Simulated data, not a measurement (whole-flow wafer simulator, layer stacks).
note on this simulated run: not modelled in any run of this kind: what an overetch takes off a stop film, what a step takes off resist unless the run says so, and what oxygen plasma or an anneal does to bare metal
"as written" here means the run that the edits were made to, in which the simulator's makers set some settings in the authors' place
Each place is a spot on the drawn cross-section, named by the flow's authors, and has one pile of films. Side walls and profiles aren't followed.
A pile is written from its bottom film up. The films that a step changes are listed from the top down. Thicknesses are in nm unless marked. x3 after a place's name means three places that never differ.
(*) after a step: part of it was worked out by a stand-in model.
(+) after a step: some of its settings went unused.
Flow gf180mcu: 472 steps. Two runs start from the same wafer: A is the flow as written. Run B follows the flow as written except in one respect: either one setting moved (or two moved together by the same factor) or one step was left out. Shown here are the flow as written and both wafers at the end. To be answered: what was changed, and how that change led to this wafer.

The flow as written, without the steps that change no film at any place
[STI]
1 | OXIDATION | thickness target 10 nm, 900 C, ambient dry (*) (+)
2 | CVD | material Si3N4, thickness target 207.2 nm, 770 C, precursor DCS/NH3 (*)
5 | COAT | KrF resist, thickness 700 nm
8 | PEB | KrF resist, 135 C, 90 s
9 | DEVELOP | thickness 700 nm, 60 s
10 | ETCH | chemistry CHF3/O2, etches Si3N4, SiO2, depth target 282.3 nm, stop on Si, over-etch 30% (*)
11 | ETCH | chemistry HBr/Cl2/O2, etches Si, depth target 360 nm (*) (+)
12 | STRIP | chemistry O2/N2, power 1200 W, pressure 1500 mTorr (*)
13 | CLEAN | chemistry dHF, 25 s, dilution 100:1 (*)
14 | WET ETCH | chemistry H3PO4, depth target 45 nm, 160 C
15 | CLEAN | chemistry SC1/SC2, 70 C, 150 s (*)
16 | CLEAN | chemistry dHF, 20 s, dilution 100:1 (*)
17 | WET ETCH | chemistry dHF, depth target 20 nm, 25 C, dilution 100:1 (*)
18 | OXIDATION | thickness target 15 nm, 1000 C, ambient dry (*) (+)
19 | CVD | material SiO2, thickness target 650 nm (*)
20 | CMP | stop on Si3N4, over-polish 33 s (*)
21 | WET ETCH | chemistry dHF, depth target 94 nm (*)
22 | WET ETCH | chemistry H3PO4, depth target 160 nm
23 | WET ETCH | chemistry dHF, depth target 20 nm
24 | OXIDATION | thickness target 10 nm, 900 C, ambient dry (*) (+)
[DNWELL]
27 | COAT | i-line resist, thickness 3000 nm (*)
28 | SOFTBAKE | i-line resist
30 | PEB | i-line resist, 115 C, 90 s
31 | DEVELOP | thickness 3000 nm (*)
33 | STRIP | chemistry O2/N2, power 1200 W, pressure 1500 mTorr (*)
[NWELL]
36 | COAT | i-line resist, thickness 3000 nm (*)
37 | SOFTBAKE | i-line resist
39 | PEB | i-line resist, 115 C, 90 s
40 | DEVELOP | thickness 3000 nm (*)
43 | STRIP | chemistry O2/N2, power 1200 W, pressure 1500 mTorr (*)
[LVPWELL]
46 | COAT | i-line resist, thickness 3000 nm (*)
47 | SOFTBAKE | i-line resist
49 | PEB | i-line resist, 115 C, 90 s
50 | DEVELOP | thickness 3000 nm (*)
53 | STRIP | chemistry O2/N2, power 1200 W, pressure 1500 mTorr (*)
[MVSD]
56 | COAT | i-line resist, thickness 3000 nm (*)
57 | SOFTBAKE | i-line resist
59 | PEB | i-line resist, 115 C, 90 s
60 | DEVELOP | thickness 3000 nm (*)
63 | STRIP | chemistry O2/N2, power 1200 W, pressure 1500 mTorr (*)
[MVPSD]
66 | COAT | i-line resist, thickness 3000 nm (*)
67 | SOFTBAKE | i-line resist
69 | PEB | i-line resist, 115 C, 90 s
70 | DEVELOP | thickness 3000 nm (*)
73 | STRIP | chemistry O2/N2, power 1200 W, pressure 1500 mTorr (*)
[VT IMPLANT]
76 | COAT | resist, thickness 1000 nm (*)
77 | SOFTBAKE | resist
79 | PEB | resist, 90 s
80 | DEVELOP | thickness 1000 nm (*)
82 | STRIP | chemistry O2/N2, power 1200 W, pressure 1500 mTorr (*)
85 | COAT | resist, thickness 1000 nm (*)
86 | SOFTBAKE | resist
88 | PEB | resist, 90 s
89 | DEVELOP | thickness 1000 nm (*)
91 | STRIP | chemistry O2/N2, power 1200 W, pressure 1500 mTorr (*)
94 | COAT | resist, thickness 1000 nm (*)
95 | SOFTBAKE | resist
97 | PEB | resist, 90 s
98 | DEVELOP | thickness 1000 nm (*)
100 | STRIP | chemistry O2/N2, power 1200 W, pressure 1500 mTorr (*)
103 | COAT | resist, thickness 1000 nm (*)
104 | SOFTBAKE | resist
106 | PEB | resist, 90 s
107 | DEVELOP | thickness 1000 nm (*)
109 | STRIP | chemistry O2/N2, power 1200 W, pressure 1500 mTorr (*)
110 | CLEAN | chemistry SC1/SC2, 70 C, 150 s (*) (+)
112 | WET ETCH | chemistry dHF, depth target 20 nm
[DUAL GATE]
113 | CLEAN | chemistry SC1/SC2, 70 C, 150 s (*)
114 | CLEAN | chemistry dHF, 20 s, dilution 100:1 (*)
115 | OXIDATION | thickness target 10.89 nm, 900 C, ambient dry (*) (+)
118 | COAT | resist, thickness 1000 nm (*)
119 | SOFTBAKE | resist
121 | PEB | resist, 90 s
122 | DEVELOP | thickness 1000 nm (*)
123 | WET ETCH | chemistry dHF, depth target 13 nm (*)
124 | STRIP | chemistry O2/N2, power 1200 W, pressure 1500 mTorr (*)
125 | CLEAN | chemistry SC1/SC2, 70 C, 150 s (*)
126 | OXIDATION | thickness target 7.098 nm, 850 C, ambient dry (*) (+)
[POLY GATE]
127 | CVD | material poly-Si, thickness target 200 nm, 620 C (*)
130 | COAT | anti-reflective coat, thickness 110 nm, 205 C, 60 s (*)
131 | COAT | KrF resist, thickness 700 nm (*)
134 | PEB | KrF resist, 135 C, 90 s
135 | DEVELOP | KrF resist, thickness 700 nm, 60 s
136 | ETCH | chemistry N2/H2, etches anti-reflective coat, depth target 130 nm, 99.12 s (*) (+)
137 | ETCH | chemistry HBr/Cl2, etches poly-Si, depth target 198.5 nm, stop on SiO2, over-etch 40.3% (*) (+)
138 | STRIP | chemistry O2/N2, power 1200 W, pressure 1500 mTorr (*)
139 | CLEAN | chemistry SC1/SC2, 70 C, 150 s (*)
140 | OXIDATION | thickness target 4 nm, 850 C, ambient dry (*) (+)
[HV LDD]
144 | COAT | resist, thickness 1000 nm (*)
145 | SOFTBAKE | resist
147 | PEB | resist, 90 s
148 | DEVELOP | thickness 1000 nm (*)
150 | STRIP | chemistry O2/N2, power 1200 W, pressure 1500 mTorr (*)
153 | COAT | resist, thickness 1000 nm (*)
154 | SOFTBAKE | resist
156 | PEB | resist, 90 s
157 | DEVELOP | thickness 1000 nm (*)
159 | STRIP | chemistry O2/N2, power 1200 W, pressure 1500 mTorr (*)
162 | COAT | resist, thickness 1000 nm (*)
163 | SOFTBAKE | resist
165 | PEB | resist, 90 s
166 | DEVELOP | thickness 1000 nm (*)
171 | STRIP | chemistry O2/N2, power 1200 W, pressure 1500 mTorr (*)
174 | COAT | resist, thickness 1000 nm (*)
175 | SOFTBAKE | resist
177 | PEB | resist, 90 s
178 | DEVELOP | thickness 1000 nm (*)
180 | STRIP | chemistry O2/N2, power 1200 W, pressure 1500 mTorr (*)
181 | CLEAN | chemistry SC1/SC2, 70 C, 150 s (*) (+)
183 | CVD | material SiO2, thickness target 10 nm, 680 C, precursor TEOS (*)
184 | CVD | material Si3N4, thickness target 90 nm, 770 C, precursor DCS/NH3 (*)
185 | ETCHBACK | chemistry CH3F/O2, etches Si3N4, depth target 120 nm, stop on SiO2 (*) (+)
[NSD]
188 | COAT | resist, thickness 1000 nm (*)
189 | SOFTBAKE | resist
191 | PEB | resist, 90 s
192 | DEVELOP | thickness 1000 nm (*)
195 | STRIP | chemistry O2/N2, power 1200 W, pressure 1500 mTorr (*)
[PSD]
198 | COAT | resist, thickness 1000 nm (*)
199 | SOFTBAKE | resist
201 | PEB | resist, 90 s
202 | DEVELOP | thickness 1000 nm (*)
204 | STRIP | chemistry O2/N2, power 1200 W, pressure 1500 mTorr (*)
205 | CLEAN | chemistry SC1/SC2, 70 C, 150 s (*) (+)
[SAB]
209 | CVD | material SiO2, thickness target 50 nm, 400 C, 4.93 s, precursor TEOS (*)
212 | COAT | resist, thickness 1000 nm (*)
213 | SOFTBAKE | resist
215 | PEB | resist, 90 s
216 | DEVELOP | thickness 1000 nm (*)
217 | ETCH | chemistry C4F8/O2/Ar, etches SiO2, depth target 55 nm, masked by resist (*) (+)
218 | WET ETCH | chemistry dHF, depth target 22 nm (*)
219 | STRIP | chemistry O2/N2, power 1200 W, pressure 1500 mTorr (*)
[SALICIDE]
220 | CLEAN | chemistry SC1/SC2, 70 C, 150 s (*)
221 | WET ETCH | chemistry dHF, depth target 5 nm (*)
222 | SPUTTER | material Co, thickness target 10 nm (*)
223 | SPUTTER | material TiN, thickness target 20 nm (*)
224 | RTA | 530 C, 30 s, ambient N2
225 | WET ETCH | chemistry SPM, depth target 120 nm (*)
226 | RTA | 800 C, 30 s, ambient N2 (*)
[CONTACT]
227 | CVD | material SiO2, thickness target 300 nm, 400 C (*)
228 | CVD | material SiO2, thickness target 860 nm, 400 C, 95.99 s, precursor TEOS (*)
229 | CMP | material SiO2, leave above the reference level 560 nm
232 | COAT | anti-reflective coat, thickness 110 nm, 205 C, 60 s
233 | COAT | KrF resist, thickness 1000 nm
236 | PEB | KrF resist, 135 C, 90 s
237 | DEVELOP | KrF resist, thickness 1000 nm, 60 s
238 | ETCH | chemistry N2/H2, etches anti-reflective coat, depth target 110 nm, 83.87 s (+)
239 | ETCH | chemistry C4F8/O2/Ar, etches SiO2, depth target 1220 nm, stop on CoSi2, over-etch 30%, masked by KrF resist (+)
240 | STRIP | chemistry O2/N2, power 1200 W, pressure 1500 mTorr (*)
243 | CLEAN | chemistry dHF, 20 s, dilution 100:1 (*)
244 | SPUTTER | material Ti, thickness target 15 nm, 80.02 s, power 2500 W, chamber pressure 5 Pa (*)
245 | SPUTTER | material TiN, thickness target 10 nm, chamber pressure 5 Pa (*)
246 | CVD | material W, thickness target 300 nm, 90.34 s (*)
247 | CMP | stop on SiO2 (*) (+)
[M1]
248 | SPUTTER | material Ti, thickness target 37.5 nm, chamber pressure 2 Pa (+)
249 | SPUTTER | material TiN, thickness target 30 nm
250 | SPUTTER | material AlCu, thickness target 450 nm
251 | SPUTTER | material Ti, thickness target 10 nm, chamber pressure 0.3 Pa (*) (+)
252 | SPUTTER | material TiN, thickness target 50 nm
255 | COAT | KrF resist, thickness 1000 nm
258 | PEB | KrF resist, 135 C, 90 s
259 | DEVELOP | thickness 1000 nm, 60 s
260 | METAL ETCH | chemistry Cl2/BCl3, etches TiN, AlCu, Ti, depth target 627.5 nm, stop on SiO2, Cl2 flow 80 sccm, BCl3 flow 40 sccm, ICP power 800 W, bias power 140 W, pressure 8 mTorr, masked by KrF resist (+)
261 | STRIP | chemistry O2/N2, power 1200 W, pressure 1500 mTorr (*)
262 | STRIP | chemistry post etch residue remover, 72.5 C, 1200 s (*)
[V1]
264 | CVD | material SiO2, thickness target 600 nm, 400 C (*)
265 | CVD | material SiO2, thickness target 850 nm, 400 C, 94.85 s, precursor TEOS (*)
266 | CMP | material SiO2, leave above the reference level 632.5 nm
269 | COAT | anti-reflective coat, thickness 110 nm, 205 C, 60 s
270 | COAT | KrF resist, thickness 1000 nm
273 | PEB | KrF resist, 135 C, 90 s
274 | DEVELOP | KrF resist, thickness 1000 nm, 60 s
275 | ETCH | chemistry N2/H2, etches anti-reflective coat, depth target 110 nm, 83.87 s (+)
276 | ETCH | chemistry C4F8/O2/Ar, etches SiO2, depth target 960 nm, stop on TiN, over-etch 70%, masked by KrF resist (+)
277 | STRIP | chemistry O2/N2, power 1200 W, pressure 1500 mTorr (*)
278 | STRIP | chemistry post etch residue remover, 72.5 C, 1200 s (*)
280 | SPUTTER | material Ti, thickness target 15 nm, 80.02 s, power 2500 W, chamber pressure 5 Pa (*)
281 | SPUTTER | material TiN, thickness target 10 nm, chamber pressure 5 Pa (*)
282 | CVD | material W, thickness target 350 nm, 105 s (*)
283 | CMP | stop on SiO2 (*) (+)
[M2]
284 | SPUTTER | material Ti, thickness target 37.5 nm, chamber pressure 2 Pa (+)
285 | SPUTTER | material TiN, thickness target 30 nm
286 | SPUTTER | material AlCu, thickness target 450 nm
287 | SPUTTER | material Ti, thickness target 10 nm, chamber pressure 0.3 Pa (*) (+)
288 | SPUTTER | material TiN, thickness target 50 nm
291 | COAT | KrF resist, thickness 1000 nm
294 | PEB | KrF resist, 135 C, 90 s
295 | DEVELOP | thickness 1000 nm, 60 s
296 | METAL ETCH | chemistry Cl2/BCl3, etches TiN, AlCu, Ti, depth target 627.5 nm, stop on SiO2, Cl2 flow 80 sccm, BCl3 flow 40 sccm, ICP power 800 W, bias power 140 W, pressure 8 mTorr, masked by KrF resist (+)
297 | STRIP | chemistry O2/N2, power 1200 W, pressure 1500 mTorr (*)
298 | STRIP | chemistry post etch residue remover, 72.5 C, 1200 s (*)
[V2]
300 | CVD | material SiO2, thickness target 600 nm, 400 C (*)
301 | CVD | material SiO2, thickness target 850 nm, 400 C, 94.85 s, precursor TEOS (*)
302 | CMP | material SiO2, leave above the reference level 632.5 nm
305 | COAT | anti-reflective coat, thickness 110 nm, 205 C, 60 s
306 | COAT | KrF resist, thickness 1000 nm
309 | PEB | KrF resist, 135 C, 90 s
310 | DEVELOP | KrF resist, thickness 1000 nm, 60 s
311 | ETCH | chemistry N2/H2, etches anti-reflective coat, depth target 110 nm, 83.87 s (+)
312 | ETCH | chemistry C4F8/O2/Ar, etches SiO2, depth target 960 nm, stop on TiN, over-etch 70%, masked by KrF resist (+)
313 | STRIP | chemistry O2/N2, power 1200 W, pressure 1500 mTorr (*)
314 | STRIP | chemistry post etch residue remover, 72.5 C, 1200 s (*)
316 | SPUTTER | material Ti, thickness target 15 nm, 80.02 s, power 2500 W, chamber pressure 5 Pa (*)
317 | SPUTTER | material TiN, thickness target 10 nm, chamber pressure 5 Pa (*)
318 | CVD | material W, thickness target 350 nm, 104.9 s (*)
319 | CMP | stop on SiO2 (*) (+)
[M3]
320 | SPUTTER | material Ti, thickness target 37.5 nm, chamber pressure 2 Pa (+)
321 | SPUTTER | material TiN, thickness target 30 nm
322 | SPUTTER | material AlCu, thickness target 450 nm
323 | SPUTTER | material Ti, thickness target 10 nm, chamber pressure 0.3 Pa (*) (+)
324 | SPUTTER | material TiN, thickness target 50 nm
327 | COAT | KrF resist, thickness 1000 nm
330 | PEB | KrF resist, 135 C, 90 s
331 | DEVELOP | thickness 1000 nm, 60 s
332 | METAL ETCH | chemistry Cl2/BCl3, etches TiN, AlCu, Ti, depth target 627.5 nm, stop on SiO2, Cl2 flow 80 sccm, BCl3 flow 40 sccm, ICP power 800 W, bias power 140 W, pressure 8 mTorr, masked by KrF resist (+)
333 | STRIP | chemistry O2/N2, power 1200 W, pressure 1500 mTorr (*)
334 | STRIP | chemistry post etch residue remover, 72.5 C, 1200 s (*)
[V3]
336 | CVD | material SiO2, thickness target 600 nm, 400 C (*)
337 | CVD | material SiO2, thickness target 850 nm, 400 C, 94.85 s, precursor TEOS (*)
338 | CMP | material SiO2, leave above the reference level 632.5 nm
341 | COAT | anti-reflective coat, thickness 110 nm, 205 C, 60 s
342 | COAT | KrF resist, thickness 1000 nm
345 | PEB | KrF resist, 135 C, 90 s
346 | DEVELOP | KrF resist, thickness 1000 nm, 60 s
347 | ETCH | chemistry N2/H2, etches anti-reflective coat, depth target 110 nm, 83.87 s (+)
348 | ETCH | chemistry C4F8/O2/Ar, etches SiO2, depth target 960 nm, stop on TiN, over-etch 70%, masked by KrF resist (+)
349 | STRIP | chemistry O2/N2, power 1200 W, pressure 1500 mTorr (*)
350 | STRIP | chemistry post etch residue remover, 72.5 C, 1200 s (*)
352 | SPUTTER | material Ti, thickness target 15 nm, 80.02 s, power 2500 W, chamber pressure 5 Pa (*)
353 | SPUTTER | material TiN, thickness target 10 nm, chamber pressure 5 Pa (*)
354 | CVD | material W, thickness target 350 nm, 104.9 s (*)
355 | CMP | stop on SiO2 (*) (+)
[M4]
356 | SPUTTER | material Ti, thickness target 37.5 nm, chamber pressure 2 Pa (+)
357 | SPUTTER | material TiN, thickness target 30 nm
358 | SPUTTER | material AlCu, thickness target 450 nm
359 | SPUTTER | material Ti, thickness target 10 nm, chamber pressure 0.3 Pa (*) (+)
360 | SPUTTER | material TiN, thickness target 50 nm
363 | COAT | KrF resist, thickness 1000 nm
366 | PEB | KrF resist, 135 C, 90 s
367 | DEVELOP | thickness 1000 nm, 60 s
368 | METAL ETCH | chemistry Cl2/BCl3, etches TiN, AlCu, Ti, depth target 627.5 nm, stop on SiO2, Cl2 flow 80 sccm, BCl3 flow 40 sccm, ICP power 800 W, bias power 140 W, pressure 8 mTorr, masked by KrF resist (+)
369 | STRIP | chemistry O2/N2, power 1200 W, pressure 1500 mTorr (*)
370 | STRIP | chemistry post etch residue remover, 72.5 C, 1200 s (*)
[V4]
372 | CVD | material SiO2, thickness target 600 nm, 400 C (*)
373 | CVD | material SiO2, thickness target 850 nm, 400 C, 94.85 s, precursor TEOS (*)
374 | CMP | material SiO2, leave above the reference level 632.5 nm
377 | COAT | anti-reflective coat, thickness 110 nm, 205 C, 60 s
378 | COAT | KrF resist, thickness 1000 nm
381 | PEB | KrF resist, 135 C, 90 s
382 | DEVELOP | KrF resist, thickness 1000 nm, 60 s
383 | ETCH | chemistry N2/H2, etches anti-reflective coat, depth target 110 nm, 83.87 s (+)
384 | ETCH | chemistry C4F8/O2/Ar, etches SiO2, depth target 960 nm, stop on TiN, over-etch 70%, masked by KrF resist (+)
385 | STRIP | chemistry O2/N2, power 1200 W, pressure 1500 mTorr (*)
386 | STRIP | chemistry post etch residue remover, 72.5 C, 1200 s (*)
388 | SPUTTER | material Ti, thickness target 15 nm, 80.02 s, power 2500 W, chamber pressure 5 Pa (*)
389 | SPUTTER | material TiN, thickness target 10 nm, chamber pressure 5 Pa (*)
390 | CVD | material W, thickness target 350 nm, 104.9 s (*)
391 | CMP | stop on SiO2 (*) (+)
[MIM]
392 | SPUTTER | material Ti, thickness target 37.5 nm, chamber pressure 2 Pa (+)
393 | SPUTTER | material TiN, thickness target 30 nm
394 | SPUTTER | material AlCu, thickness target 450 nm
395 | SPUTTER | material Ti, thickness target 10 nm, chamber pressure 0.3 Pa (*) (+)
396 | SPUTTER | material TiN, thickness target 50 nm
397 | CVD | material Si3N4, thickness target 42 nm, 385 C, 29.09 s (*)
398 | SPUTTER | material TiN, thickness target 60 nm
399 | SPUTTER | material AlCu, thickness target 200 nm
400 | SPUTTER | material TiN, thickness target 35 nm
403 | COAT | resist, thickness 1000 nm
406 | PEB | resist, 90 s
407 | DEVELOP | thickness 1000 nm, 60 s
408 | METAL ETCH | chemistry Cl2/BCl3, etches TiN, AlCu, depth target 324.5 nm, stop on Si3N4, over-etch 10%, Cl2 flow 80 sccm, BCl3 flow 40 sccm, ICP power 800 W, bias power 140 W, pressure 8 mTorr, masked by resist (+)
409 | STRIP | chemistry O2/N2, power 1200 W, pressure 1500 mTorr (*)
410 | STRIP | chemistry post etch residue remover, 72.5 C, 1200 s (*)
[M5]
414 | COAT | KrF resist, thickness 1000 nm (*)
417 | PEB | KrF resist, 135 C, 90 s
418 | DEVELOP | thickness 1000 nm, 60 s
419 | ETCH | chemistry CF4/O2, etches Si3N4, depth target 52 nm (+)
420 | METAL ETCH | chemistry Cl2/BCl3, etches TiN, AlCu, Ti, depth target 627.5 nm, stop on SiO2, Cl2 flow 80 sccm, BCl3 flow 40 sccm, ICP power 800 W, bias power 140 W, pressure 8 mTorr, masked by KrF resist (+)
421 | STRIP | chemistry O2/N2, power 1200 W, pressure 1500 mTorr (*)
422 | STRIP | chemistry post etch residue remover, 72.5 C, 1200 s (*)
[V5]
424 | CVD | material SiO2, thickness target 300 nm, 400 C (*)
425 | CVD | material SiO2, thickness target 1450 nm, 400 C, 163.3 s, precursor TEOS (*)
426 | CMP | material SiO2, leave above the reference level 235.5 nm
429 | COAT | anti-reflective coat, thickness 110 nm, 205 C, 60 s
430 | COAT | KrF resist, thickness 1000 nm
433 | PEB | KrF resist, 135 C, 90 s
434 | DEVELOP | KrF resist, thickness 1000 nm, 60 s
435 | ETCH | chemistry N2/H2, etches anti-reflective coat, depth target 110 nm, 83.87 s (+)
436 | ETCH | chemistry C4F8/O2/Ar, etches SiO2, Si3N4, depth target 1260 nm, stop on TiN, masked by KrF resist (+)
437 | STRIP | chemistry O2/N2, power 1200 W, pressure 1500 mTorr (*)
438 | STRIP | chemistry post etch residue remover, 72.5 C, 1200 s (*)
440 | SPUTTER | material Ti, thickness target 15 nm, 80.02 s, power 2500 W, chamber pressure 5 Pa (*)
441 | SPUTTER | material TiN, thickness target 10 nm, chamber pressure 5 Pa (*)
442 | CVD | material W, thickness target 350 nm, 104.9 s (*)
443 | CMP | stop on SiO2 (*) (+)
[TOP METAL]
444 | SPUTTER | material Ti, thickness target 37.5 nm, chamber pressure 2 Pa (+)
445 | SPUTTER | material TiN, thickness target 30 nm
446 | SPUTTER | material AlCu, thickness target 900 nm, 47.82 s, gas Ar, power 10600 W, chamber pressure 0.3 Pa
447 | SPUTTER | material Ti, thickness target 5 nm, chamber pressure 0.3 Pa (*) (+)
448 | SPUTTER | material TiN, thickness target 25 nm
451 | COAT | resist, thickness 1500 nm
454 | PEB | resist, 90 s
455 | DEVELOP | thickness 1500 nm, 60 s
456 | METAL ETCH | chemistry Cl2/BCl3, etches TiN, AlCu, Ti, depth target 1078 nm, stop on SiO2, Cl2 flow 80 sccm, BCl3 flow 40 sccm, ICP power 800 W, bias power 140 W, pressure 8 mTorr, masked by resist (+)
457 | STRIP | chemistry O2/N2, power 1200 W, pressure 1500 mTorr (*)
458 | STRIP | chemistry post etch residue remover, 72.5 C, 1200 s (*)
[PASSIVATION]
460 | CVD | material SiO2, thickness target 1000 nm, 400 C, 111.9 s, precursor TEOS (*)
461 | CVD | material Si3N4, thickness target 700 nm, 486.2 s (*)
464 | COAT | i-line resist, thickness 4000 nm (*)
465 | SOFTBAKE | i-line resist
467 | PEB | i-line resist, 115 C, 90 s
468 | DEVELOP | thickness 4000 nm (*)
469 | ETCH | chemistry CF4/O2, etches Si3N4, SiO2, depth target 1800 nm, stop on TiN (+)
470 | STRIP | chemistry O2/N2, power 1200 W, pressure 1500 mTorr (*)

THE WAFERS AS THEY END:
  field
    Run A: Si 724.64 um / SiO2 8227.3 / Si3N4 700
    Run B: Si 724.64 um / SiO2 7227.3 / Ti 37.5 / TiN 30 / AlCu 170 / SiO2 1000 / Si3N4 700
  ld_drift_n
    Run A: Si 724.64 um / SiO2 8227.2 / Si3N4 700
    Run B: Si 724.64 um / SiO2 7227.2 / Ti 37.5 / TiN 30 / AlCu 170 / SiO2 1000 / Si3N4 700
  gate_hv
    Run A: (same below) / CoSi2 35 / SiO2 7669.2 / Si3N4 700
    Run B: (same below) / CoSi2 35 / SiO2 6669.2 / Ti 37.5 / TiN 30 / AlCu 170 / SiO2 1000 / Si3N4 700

Cause: step 456, METAL ETCH: depth target 754.3 nm was run, whereas the flow has depth target 1078 nm.

How this came from the change, step by step:
  456 | METAL ETCH | chemistry Cl2/BCl3, etches TiN, AlCu, Ti, depth target 1078 nm, stop on SiO2, Cl2 flow 80 sccm, BCl3 flow 40 sccm, ICP power 800 W, bias power 140 W, pressure 8 mTorr, masked by resist (+)
      field, field__w1, field__w2 and 103 more: A TiN loses 25 (all of it), Ti loses 5 (all of it), AlCu loses 900 (all of it), TiN loses 30 (all of it), Ti loses 37.5 (all of it) | B TiN loses 25 (all of it), Ti loses 5 (all of it), AlCu loses 724.3
      field__w8, contact, m1, m1__w1, pad, m1_nw: A resist loses 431 | B resist loses 301.7
  457 | STRIP | chemistry O2/N2, power 1200 W, pressure 1500 mTorr (*)
      field__w8, contact, m1, m1__w1, pad, m1_nw: A resist loses 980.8 (all of it) | B resist loses 1110 (all of it)
  458 | STRIP | chemistry post etch residue remover, 72.5 C, 1200 s (*)
      field, field__w1, field__w2 and 103 more: A nothing | B AlCu loses 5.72
  460 | CVD | material SiO2, thickness target 1000 nm, 400 C, 111.9 s, precursor TEOS (*)
      field, field__w1, field__w2 and 103 more: A SiO2 gains 1000 | B SiO2 gains 1000 (new film)
  464 | COAT | i-line resist, thickness 4000 nm (*)
      field__w8: A i-line resist gains 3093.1 (new film) | B i-line resist gains 3303.9 (new film)
      contact: A i-line resist gains 3153.6 (new film) | B i-line resist gains 3342.9 (new film)
      (also at 4 further places)
  465 | SOFTBAKE | i-line resist
      field__w11, field__w13: A i-line resist gains 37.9 | B i-line resist gains 25.7
      sd_p_hv, nw_enc_fld__w1: A i-line resist gains 36.6 | B i-line resist gains 25.2
      (also at 65 further places)
  467 | PEB | i-line resist, 115 C, 90 s
      field__w8, m1__w1: A i-line resist loses 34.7 | B i-line resist loses 38.5
      contact, m1: A i-line resist loses 35.1 | B i-line resist loses 38.7
      (also at 2 further places)
  468 | DEVELOP | thickness 4000 nm (*)
      pad: A i-line resist loses 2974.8 (all of it) | B i-line resist loses 3206.7 (all of it)
  470 | STRIP | chemistry O2/N2, power 1200 W, pressure 1500 mTorr (*)
      field__w8, m1__w1: A i-line resist loses 1787.7 (all of it) | B i-line resist loses 2016.6 (all of it)
      contact: A i-line resist loses 1811.2 (all of it) | B i-line resist loses 2032.1 (all of it)
      (also at 2 further places)
With metal films that touch counted as one body, field has 1 body; the flow as written gives 0 bodies.
With metal films that touch counted as one body, ld_drift_n has 1 body; the flow as written gives 0 bodies.
With metal films that touch counted as one body, gate_hv has 2 bodies (between them, from the top down: SiO2 6669.2); the flow as written gives 1 body.
